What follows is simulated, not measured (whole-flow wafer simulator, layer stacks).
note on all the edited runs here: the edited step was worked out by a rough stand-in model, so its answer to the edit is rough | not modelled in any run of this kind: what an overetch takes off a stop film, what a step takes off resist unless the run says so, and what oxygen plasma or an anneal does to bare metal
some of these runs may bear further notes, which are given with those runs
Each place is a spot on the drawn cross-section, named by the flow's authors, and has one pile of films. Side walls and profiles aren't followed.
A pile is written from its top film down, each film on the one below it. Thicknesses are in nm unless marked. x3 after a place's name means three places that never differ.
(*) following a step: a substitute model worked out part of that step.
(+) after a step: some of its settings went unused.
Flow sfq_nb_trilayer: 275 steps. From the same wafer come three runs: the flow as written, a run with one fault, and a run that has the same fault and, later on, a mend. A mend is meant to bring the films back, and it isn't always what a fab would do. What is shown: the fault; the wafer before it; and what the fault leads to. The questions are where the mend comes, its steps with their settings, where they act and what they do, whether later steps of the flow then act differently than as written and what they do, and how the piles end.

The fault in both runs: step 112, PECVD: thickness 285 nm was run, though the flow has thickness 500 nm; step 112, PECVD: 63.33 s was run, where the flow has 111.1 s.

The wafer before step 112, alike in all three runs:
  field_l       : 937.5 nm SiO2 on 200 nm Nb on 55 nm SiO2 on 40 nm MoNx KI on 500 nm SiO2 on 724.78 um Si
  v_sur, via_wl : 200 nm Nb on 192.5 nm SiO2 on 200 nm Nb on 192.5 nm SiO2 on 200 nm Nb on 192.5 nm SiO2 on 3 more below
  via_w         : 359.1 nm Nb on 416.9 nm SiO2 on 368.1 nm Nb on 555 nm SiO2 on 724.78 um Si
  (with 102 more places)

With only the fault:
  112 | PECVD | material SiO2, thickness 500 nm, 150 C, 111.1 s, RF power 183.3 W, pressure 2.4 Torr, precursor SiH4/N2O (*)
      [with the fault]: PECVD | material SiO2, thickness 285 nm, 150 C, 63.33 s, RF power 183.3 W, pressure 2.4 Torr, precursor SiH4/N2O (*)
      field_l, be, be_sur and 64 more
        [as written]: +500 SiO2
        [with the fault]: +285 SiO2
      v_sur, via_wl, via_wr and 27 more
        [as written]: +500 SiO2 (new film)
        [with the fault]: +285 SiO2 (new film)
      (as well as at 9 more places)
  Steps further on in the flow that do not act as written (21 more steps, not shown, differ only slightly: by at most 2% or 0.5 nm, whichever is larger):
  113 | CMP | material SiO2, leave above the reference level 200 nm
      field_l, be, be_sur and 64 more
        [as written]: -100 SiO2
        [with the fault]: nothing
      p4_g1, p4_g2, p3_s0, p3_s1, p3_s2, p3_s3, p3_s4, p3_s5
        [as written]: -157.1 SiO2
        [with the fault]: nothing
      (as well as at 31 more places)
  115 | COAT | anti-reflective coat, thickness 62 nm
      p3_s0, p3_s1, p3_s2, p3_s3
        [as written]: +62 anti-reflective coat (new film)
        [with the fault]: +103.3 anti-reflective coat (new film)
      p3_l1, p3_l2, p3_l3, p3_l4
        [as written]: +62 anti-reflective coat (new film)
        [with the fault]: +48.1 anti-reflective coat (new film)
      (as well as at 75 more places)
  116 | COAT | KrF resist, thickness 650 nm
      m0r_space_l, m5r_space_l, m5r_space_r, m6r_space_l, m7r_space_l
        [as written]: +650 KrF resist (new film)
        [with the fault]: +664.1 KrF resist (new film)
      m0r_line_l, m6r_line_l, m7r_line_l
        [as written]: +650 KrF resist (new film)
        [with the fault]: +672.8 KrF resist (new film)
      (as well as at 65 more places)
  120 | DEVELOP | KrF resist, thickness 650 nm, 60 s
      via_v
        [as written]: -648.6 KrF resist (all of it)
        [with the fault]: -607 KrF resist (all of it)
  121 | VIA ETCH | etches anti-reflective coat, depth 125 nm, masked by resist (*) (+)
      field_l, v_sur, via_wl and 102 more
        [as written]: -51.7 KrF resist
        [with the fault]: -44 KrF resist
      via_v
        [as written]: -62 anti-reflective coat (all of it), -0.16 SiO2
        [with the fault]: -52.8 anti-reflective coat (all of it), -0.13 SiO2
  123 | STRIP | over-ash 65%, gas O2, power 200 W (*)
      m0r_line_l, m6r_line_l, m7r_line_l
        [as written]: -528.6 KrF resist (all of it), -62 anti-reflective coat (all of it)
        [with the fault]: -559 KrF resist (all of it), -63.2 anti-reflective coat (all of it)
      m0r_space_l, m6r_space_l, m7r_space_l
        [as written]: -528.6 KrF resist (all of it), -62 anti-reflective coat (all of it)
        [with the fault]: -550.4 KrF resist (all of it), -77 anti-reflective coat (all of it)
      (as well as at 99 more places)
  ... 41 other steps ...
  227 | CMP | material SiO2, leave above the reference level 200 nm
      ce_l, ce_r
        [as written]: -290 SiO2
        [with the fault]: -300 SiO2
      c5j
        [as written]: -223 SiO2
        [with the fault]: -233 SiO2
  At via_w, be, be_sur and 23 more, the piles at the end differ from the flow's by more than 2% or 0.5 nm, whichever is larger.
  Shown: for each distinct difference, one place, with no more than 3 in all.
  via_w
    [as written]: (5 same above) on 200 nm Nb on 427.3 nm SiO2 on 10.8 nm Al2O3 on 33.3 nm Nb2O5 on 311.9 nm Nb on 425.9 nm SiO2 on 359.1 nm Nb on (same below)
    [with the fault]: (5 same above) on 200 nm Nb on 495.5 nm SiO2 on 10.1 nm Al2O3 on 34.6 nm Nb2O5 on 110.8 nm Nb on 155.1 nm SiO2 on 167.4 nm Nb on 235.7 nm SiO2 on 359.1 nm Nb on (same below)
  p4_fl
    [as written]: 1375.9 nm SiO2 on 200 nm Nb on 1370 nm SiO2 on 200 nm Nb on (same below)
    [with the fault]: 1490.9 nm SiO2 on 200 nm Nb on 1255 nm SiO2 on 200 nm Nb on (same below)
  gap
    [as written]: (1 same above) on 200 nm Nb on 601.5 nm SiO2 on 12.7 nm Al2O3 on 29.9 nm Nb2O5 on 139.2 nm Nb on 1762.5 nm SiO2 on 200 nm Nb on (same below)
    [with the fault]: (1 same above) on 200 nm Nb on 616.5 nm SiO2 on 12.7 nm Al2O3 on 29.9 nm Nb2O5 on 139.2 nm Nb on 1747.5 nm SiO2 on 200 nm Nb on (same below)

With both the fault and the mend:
  The mend stands after step 112.
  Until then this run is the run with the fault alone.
  112a | PECVD | material SiO2, thickness 215 nm, 150 C, 47.78 s, RF power 183.3 W, pressure 2.4 Torr, precursor SiH4/N2O (*) (the flow's step 112 again, with other settings)
      field_l, v_sur, via_wl and 102 more
        +215 SiO2
      via_w
        +190.3 SiO2
  Steps further on in the flow that do not act as written:
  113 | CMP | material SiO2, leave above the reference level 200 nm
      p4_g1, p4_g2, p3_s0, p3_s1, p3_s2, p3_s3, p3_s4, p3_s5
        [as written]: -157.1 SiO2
        [with the mend]: -100 SiO2
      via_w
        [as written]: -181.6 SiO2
        [with the mend]: -0.12 SiO2
  The piles end the same as the flow's at every place that both follow.
